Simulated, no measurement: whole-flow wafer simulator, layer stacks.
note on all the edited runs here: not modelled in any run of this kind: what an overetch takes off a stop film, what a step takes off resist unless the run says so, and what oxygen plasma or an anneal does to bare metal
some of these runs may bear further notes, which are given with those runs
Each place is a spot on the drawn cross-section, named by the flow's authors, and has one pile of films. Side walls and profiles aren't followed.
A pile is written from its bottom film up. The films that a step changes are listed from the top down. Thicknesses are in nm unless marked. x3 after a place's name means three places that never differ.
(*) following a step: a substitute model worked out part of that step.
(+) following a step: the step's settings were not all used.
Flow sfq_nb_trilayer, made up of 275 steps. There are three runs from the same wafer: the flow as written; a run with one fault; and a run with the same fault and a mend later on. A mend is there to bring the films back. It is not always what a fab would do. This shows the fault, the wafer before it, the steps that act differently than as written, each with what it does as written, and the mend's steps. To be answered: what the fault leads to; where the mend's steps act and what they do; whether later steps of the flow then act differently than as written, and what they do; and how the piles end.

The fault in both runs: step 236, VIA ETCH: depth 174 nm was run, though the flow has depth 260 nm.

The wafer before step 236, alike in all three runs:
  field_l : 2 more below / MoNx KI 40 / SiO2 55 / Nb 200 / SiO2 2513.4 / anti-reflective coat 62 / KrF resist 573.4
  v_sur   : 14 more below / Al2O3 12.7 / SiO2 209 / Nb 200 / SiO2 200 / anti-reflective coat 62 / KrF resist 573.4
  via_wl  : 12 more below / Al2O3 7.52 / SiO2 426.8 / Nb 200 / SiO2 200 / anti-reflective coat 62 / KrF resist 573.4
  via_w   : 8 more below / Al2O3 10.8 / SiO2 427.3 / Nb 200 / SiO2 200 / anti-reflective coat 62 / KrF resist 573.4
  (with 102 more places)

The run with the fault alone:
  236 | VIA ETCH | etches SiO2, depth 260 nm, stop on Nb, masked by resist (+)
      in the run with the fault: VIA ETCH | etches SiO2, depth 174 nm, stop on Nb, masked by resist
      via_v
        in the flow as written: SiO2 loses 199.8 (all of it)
        in the run with the fault: SiO2 loses 174
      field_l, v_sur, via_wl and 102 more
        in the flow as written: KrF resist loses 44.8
        in the run with the fault: KrF resist loses 30
  Later steps of the flow acting differently than as written (3 more steps, not shown, differ only slightly: by at most 2% or 0.5 nm, whichever is larger):
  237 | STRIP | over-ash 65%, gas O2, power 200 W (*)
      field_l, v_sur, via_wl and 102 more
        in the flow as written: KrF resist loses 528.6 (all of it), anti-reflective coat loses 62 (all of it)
        in the run with the fault: KrF resist loses 543.4 (all of it), anti-reflective coat loses 62 (all of it)
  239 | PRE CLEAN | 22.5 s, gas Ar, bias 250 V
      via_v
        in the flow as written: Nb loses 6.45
        in the run with the fault: SiO2 loses 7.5
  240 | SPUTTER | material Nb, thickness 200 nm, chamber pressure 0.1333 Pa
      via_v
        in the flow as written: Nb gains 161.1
        in the run with the fault: Nb gains 167.1 (new film)
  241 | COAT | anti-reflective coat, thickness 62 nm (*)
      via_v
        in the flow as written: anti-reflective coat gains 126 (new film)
        in the run with the fault: anti-reflective coat gains 113.8 (new film)
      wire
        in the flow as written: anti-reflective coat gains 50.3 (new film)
        in the run with the fault: anti-reflective coat gains 48.9 (new film)
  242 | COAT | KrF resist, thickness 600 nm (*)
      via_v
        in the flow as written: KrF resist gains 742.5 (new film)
        in the run with the fault: KrF resist gains 726.4 (new film)
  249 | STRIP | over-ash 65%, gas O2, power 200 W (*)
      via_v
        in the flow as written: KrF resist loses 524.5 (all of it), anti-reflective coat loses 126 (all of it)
        in the run with the fault: KrF resist loses 508.4 (all of it), anti-reflective coat loses 113.8 (all of it)
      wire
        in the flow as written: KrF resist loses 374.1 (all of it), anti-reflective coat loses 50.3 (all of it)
        in the run with the fault: KrF resist loses 376.7 (all of it), anti-reflective coat loses 48.9 (all of it)
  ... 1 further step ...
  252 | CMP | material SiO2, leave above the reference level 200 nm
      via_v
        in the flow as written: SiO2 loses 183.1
        in the run with the fault: SiO2 loses 157.1
  At via_v, the piles at the end differ from the flow's by more than 2% or 0.5 nm, whichever is larger.
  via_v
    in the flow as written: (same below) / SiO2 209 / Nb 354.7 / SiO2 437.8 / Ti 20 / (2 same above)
    in the run with the fault: (same below) / SiO2 209 / Nb 200 / SiO2 18.3 / Nb 167.1 / SiO2 407.1 / Ti 20 / (2 same above)

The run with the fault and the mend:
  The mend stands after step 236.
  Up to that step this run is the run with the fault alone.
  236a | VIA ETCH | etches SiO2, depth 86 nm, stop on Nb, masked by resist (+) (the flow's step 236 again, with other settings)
      field_l, v_sur, via_wl and 102 more
        KrF resist loses 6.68
      via_v
        SiO2 loses 25.8 (all of it)
  Every later step of the flow that is run acts as written, at every place that is followed, to within 2% or 0.5 nm, whichever is larger.
  By the end, the piles equal the flow's at every place that both follow.
